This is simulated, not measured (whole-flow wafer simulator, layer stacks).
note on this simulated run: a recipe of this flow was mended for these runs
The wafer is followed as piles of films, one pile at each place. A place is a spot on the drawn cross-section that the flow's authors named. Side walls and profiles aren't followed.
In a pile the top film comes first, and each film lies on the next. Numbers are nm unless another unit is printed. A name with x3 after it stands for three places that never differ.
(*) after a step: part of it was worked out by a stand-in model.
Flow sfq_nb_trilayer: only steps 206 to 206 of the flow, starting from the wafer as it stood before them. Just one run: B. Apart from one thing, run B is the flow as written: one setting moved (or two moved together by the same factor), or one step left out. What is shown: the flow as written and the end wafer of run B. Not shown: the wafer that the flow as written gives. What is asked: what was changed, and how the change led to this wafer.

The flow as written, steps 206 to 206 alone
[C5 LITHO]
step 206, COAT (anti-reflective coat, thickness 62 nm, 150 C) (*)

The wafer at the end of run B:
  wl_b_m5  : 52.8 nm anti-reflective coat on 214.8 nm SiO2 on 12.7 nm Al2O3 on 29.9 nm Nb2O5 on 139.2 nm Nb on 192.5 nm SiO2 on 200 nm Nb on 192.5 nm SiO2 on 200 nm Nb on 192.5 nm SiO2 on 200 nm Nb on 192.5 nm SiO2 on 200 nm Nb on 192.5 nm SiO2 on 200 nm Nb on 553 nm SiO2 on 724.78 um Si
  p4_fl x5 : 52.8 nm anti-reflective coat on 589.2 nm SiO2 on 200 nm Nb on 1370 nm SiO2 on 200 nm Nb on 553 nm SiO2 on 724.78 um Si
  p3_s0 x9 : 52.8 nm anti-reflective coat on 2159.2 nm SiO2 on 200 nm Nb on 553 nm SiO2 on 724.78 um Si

The reason: step 206, COAT: thickness 52.8 nm was run, while the flow as written has thickness 62 nm.
The wafer itself shows it: wl_b_m5 has anti-reflective coat 52.8, and step 206 as written asks for 62 nm.

The path from the change to this, step by step:
  step 206, COAT (anti-reflective coat, thickness 62 nm, 150 C) (*)
      p4_fl x5, p4_w1 x9, p3_s0 x9 and 41 more: anti-reflective coat gains 52.8 (new film) (it would be, as written: anti-reflective coat gains 62 (new film))
      r5r_line_l, r5r_line_c, r5r_line_r: anti-reflective coat gains 26.9 (new film) (it would be, as written: anti-reflective coat gains 35.5 (new film))
      (and at 39 other places as well)
